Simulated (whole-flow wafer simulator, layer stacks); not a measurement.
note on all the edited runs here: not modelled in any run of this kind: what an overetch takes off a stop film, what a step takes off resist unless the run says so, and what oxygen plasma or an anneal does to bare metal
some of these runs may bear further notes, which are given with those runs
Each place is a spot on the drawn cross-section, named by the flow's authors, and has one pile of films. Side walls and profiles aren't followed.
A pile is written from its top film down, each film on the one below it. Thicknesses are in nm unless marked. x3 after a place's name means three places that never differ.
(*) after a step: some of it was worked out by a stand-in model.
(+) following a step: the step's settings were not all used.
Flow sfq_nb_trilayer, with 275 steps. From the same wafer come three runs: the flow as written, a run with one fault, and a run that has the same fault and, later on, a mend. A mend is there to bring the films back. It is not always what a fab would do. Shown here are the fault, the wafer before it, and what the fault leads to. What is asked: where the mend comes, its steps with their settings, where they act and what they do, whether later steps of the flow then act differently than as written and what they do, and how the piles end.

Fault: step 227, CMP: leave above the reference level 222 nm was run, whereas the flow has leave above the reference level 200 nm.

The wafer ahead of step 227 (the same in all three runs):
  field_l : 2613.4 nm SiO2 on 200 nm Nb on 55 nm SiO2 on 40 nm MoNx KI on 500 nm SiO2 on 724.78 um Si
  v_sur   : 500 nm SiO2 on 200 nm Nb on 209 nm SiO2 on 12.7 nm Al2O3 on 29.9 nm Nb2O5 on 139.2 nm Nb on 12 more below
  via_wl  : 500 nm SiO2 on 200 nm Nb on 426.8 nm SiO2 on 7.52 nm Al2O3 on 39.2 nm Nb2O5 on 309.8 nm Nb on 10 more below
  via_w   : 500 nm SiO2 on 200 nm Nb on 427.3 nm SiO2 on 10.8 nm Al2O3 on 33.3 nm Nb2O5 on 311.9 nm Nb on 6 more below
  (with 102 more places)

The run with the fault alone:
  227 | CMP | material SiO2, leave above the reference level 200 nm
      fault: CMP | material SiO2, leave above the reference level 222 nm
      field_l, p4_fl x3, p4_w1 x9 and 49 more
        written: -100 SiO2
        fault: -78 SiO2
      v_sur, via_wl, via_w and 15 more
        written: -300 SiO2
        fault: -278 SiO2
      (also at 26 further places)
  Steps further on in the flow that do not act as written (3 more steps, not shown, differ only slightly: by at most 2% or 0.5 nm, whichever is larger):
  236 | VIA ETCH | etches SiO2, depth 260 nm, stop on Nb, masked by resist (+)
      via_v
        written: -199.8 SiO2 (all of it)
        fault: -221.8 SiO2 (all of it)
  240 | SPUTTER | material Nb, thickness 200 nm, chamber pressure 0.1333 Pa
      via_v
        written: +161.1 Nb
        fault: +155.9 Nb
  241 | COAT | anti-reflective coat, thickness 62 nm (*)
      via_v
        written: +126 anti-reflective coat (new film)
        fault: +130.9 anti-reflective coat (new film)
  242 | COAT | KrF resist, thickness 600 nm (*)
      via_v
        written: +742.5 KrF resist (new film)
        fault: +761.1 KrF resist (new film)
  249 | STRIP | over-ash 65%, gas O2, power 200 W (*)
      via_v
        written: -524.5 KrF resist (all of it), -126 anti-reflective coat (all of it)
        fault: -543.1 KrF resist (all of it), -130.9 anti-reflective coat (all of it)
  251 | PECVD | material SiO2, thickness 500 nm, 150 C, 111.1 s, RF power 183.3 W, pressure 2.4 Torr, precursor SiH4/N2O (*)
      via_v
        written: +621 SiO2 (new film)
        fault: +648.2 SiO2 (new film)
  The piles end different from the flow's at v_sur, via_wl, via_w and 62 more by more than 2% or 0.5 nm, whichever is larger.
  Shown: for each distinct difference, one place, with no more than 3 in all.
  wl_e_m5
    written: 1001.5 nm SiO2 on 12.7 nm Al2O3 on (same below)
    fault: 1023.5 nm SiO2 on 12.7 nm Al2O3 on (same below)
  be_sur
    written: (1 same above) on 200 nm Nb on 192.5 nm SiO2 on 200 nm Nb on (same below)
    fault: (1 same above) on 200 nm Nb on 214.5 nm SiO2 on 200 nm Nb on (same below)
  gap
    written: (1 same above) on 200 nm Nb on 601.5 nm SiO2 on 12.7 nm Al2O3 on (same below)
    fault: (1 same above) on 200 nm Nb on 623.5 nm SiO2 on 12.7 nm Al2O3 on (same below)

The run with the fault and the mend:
  The mend stands after step 234.
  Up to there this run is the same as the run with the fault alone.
  234a | STRIP | over-ash 65%, gas O2, power 200 W (*)
      field_l, v_sur, via_wl and 102 more
        -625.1 KrF resist (all of it), -62 anti-reflective coat (all of it)
      via_v
        -62 anti-reflective coat (all of it)
  234b | CMP | material SiO2, leave above the reference level 200 nm (the flow's step 227, run once more)
      field_l, v_sur, via_wl and 103 more
        -22 SiO2
  234c | COAT | anti-reflective coat, thickness 62 nm (the flow's step 229, run once more)
      field_l, v_sur, via_wl and 103 more
        +62 anti-reflective coat (new film)
  234d | COAT | KrF resist, thickness 650 nm (the flow's step 230, run once more)
      field_l, v_sur, via_wl and 103 more
        +650 KrF resist (new film)
  234e | SOFTBAKE | KrF resist (the flow's step 231, run once more)
      does not change any film at any place that is followed
  234f | EXPOSE | photomask I6, dose 11.91 mJ/cm2, NA 0.6, wavelength 248 nm (*) (the flow's step 232, run once more)
      does not change any film at any place that is followed
  234g | PEB | KrF resist, 90 s (the flow's step 233, run once more)
      field_l, v_sur, via_wl and 103 more
        -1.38 KrF resist
  234h | DEVELOP | KrF resist, thickness 650 nm, 60 s (the flow's step 234, run once more)
      field_l, v_sur, via_wl and 102 more
        -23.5 KrF resist
      via_v
        -648.6 KrF resist (all of it)
  None of the later steps of the flow acts differently than as written at any place that is followed.
  The piles end the same as the flow's at every place that both follow.
